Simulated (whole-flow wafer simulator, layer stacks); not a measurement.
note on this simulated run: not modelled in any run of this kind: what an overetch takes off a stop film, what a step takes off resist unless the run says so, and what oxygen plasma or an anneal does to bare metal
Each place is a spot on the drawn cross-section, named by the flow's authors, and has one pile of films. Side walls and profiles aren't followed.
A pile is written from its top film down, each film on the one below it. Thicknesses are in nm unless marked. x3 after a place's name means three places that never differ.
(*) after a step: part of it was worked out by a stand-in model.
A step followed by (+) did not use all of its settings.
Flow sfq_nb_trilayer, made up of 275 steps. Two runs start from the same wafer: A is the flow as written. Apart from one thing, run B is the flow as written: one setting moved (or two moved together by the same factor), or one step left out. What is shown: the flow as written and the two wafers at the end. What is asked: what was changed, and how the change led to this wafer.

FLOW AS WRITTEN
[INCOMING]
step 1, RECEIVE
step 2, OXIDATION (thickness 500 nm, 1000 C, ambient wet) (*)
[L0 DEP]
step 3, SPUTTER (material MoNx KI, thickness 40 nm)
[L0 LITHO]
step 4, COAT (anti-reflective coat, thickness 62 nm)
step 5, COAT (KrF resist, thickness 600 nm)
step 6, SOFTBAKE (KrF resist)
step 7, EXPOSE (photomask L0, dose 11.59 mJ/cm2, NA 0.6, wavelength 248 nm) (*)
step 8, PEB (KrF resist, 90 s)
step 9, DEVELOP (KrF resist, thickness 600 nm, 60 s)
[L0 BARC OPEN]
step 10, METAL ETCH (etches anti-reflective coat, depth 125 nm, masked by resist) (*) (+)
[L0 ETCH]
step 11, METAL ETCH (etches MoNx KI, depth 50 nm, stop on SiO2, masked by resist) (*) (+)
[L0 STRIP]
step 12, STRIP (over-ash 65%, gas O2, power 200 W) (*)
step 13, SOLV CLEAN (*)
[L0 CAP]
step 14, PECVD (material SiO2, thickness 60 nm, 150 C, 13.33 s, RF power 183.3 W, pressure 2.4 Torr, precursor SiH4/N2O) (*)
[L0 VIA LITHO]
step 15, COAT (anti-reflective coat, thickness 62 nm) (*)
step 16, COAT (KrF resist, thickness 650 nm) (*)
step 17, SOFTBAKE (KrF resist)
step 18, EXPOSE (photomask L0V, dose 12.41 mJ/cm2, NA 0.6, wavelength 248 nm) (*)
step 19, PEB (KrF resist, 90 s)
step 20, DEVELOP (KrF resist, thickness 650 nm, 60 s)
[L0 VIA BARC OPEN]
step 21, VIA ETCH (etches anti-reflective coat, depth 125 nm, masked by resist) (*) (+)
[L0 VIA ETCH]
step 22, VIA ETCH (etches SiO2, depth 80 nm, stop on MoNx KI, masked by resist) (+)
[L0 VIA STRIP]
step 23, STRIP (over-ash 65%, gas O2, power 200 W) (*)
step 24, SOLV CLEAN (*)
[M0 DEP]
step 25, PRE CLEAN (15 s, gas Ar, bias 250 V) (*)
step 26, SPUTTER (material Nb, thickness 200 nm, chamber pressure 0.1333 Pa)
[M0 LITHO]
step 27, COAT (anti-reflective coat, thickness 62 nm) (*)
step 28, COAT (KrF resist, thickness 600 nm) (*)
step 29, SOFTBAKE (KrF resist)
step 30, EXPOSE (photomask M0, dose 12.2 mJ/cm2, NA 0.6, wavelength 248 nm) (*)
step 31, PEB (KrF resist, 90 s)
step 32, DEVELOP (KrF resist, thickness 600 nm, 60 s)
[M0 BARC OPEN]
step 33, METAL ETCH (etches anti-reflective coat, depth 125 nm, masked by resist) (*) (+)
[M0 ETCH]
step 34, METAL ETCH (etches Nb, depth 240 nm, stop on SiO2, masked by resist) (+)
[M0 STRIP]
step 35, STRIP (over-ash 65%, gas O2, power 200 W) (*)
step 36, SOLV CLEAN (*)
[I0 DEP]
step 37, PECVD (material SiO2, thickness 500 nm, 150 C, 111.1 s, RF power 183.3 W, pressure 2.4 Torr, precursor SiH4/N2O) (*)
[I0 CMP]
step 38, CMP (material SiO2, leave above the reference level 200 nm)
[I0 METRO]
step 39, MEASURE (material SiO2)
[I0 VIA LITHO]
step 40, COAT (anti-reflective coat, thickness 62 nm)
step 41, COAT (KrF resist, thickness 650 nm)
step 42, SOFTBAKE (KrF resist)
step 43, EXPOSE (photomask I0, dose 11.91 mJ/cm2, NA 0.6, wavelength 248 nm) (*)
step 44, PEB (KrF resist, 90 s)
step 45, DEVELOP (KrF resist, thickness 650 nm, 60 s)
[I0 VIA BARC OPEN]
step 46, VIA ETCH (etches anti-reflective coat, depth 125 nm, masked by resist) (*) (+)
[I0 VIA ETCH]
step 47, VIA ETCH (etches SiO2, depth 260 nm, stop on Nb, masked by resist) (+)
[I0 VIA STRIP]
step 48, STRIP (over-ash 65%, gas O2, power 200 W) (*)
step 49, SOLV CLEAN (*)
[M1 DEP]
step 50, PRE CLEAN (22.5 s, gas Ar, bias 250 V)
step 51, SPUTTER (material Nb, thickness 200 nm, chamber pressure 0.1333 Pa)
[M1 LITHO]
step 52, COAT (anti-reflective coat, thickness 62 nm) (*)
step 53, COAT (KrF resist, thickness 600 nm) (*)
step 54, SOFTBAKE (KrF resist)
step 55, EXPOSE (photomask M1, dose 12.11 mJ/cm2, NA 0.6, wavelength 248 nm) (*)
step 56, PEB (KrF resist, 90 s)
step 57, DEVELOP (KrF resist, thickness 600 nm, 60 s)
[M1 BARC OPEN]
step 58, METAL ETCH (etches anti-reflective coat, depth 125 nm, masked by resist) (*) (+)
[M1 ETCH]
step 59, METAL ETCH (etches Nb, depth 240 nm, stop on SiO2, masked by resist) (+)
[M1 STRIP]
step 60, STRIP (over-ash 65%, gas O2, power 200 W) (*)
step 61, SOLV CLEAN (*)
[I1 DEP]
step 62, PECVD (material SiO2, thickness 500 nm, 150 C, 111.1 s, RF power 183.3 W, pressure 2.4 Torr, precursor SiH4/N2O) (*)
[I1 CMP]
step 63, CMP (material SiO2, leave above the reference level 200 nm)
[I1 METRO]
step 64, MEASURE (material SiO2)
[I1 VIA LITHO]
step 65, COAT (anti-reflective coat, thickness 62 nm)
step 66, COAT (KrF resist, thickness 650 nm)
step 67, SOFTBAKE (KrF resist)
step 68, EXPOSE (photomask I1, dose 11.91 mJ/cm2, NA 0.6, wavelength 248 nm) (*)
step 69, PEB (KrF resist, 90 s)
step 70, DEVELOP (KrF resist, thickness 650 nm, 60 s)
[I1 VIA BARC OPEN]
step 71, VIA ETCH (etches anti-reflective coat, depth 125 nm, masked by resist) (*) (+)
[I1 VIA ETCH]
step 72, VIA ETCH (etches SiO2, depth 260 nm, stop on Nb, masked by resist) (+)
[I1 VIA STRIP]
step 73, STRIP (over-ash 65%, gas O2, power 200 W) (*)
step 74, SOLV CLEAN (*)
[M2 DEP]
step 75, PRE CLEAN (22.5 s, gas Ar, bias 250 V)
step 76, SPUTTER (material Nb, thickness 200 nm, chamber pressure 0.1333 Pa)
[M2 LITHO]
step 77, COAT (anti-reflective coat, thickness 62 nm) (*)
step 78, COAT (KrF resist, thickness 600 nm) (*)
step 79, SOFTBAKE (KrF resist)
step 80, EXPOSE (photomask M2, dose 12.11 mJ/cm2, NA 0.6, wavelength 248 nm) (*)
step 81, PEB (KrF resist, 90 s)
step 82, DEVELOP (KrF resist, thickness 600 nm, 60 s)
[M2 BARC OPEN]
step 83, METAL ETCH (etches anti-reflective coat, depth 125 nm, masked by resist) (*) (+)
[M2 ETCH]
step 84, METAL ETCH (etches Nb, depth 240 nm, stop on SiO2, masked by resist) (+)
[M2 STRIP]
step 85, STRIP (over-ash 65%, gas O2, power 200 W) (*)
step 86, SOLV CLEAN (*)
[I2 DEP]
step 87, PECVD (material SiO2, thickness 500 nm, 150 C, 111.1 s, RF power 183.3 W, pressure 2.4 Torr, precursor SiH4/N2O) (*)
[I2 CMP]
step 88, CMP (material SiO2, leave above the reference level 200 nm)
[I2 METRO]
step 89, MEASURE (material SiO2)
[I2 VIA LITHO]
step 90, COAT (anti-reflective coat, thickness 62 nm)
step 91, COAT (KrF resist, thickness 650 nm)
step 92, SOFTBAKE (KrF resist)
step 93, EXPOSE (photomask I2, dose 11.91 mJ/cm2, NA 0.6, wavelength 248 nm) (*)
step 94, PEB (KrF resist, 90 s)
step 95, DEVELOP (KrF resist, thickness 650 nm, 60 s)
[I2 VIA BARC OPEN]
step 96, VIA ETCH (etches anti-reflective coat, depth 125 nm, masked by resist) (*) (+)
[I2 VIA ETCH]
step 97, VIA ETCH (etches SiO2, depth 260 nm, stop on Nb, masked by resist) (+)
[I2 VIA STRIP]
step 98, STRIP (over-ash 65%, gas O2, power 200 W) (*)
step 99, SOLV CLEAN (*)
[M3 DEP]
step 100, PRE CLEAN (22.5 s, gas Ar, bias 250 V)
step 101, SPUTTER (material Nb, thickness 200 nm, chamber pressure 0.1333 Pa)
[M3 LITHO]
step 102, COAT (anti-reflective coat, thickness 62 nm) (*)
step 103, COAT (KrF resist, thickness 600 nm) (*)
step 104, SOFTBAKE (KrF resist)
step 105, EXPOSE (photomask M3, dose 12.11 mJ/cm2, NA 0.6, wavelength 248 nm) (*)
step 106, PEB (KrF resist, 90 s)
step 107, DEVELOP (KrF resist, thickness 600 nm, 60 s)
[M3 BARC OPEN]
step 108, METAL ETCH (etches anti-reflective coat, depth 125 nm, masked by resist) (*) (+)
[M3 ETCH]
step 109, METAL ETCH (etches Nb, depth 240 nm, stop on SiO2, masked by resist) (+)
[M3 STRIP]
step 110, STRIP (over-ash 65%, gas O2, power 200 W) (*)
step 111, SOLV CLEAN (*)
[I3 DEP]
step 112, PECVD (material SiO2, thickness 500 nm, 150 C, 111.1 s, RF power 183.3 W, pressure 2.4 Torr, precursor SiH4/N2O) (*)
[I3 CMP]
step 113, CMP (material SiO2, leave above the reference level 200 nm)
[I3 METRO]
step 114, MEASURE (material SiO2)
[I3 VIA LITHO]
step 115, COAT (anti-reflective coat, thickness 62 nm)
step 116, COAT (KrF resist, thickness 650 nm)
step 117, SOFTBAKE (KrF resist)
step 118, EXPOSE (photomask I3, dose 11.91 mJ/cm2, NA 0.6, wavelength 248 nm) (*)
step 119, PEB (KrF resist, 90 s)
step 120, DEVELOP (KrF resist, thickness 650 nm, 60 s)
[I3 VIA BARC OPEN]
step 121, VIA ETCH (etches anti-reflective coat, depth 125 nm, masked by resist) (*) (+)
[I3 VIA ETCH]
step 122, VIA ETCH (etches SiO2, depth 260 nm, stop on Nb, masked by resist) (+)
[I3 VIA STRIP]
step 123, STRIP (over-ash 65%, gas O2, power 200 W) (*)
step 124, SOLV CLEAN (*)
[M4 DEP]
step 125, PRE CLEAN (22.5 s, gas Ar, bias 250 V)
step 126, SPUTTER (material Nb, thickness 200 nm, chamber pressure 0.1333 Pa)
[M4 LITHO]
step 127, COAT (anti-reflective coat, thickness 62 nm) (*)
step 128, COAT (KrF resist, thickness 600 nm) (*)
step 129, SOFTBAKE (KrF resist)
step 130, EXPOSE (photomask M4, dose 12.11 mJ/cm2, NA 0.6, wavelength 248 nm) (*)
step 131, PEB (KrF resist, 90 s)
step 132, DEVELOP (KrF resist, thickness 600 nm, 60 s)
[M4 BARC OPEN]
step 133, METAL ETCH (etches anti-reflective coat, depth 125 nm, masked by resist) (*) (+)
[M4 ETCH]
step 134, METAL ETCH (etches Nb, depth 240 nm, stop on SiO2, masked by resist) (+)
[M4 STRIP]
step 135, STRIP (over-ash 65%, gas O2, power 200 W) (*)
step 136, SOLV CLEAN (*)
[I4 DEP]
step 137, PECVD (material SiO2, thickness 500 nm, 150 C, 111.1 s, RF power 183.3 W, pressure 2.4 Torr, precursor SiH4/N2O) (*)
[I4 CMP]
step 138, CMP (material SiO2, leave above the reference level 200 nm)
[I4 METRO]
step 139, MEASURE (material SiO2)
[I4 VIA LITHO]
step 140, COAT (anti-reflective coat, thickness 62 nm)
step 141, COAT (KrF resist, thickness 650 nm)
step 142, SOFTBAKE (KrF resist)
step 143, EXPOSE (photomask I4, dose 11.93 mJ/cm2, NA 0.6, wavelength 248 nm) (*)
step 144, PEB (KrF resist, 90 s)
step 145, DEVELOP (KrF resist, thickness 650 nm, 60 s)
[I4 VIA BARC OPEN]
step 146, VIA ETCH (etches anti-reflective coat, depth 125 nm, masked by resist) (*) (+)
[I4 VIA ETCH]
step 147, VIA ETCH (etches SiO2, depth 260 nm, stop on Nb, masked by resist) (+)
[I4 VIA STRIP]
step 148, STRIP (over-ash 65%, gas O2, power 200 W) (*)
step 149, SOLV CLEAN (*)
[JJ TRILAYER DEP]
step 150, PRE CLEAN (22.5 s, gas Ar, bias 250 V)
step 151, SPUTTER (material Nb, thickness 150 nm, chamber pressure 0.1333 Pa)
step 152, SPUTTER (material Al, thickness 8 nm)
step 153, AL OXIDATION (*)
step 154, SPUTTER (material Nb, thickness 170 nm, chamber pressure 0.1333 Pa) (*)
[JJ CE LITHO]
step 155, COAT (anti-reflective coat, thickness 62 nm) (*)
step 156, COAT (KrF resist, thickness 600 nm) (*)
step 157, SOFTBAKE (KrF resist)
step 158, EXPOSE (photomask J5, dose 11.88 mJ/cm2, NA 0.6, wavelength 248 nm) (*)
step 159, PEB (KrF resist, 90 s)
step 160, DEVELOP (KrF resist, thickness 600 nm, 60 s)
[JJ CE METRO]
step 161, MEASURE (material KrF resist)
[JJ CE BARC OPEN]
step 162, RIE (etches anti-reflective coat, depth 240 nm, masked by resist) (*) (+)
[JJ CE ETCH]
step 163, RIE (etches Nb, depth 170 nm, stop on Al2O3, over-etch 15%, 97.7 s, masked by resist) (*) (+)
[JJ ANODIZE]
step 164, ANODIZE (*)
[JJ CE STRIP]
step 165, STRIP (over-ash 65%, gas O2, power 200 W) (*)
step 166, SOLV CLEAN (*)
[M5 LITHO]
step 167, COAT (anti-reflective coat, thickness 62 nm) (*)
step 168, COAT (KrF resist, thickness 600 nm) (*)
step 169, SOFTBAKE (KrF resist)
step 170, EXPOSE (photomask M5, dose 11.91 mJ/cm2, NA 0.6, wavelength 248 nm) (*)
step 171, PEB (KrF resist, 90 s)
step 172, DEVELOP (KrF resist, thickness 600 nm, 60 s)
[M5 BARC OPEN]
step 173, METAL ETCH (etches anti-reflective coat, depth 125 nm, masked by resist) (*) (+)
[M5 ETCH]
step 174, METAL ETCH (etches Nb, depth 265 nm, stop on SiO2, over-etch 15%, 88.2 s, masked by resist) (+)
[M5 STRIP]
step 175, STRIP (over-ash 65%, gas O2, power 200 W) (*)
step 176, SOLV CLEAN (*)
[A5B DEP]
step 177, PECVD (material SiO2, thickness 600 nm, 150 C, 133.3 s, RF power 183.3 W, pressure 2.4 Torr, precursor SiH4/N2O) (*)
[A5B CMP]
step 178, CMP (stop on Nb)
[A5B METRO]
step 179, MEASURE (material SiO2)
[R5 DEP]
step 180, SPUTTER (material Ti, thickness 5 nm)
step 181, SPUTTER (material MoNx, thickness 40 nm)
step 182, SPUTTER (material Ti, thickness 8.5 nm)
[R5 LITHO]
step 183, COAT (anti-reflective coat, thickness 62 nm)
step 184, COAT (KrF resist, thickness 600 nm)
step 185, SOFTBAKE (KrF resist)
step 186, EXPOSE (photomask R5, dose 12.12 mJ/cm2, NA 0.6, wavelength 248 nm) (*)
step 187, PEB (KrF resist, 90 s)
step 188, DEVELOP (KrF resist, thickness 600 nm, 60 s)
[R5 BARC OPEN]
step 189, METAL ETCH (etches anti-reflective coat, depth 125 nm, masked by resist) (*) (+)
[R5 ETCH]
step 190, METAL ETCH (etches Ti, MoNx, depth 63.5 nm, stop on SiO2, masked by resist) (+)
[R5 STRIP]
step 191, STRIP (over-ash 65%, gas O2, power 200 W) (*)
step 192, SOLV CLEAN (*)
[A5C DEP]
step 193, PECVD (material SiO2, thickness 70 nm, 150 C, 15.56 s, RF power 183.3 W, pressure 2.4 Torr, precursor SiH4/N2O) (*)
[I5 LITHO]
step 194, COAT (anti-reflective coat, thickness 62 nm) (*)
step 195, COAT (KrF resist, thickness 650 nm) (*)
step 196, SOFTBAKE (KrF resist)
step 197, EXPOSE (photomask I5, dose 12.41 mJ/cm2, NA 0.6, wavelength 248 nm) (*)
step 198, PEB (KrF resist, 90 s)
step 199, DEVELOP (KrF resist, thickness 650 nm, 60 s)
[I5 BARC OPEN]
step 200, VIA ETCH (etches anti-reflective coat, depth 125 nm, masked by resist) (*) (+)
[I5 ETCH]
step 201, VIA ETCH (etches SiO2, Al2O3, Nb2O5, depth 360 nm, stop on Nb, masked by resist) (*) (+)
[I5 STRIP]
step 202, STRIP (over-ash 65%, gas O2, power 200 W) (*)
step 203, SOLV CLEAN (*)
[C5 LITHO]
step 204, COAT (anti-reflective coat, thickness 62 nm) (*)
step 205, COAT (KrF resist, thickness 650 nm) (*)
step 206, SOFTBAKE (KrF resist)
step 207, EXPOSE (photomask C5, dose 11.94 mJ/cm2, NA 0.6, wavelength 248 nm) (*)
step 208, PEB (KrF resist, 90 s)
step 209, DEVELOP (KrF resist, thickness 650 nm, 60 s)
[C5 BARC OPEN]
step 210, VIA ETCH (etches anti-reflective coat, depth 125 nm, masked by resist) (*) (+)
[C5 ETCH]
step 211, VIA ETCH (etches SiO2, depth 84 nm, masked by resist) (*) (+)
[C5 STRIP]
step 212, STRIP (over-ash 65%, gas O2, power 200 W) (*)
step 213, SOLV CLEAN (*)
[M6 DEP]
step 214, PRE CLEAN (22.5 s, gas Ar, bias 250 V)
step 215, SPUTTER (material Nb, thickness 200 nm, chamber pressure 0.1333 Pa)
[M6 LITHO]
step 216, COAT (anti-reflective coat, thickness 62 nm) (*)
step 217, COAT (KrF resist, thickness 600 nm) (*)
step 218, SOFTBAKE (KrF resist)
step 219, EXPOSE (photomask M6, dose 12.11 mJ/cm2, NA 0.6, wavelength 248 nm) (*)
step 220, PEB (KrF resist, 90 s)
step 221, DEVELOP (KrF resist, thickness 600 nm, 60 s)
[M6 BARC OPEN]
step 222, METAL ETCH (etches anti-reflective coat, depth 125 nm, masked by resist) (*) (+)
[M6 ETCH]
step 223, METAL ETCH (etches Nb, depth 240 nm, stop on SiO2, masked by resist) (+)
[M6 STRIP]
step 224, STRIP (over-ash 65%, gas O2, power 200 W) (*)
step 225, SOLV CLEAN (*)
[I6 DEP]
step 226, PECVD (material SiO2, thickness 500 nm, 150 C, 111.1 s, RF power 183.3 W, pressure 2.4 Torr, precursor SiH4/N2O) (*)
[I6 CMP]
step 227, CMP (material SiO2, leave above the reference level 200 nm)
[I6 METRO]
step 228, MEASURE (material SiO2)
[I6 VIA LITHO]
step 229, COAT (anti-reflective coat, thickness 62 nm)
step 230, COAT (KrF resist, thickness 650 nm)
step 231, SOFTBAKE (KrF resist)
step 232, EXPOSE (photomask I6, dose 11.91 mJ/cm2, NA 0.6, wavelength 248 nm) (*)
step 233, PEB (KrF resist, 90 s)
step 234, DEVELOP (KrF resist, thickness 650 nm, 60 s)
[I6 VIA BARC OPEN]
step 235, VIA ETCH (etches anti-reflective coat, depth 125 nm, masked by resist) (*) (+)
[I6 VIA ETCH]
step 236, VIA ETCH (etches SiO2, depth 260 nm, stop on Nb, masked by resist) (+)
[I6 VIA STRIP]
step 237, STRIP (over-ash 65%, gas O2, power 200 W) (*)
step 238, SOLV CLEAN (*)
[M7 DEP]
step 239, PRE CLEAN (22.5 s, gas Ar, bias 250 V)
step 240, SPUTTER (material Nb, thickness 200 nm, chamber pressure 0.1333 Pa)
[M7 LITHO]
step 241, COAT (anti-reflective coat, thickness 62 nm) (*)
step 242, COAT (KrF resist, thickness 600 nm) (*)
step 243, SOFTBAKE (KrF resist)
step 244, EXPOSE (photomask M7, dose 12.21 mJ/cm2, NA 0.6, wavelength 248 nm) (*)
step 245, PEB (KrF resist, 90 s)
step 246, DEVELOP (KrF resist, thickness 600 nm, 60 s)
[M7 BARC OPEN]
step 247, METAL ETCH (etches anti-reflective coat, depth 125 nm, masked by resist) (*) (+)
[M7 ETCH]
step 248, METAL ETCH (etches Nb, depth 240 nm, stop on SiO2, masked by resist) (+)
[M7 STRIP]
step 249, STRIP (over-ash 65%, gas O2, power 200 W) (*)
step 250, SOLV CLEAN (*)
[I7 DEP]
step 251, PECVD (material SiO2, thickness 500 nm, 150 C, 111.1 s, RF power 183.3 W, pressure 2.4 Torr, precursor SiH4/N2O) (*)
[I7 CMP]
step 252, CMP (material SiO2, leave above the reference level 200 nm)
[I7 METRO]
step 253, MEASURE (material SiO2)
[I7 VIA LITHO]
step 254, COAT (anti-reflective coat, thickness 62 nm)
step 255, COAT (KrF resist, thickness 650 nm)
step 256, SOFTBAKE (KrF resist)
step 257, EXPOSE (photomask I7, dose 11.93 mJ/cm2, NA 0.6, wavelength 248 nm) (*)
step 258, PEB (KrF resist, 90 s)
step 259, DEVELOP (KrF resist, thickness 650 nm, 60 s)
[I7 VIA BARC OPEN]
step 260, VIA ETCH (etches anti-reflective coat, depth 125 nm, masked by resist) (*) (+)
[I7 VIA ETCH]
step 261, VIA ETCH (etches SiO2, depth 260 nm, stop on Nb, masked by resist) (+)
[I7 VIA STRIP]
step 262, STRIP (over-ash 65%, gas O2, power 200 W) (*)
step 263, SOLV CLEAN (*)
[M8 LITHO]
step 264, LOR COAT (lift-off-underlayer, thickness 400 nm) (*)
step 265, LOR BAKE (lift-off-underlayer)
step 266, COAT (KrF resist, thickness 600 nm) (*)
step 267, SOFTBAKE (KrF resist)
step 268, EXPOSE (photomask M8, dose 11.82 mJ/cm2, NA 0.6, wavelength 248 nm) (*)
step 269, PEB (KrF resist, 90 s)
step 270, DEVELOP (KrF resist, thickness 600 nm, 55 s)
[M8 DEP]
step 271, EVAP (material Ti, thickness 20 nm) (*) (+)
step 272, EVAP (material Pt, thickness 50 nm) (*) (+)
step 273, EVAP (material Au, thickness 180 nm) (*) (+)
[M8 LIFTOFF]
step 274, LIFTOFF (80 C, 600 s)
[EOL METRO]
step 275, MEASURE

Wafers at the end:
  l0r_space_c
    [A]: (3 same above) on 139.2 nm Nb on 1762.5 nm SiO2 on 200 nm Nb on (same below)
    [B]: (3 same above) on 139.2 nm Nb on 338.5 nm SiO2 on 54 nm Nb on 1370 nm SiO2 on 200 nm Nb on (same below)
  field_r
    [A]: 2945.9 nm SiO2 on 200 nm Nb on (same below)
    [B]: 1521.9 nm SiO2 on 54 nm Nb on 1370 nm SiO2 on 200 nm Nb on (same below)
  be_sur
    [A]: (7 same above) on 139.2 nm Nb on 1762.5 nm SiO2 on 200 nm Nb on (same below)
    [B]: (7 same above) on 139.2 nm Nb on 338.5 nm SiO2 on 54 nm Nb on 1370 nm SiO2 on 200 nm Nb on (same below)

What caused this: step 134, METAL ETCH: depth 146 nm was run, while the flow as written has depth 240 nm.

The path from the change to this, step by step:
  step 134, METAL ETCH (etches Nb, depth 240 nm, stop on SiO2, masked by resist) (+)
      field_l, be, be_sur and 64 more: A Nb loses 200 (all of it) | B Nb loses 146
      v_sur, via_wl, via_w and 36 more: A KrF resist loses 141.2 | B KrF resist loses 85.9
  step 135, STRIP (over-ash 65%, gas O2, power 200 W) (*)
      p4_fl x3, p4_w1 x3, p4_g1 x2 and 21 more: A KrF resist loses 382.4 (all of it), anti-reflective coat loses 62 (all of it) | B KrF resist loses 437.7 (all of it), anti-reflective coat loses 62 (all of it)
      ln_m5, lsp_m, ln_m6: A KrF resist loses 381.9 (all of it), anti-reflective coat loses 61.8 (all of it) | B KrF resist loses 437.2 (all of it), anti-reflective coat loses 61.8 (all of it)
      (as well as at 7 more places)
  step 137, PECVD (material SiO2, thickness 500 nm, 150 C, 111.1 s, RF power 183.3 W, pressure 2.4 Torr, precursor SiH4/N2O) (*)
      field_l, be, be_sur and 55 more: A SiO2 gains 500 | B SiO2 gains 500 (new film)
      p3_s0, p3_s1, p3_s2, p3_s3, p3_s4, p3_s5: A SiO2 gains 557.1 | B SiO2 gains 503.1 (new film)
      (as well as at 3 more places)
  step 138, CMP (material SiO2, leave above the reference level 200 nm)
      field_l, be, be_sur and 55 more: A SiO2 loses 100 | B SiO2 loses 154
      lsp_r, l0_sur, l0v: A SiO2 loses 91.9 | B SiO2 loses 148.1
With metal films that touch counted as one body, l0r_space_c has 3 bodies (between them, from the top down: SiO2 338.5; SiO2 1370); the flow as written gives 2 bodies (between them, from the top down: SiO2 1762.5).
With metal films that touch counted as one body, field_r has 2 bodies (between them, from the top down: SiO2 1370); the flow as written gives 1 body.
With metal films that touch counted as one body, be_sur has 5 bodies (between them, from the top down: SiO2 192.5; SiO2 209 / Al2O3 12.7 / Nb2O5 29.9; SiO2 338.5; SiO2 1370); the flow as written gives 4 bodies (between them, from the top down: SiO2 192.5; SiO2 209 / Al2O3 12.7 / Nb2O5 29.9; SiO2 1762.5).
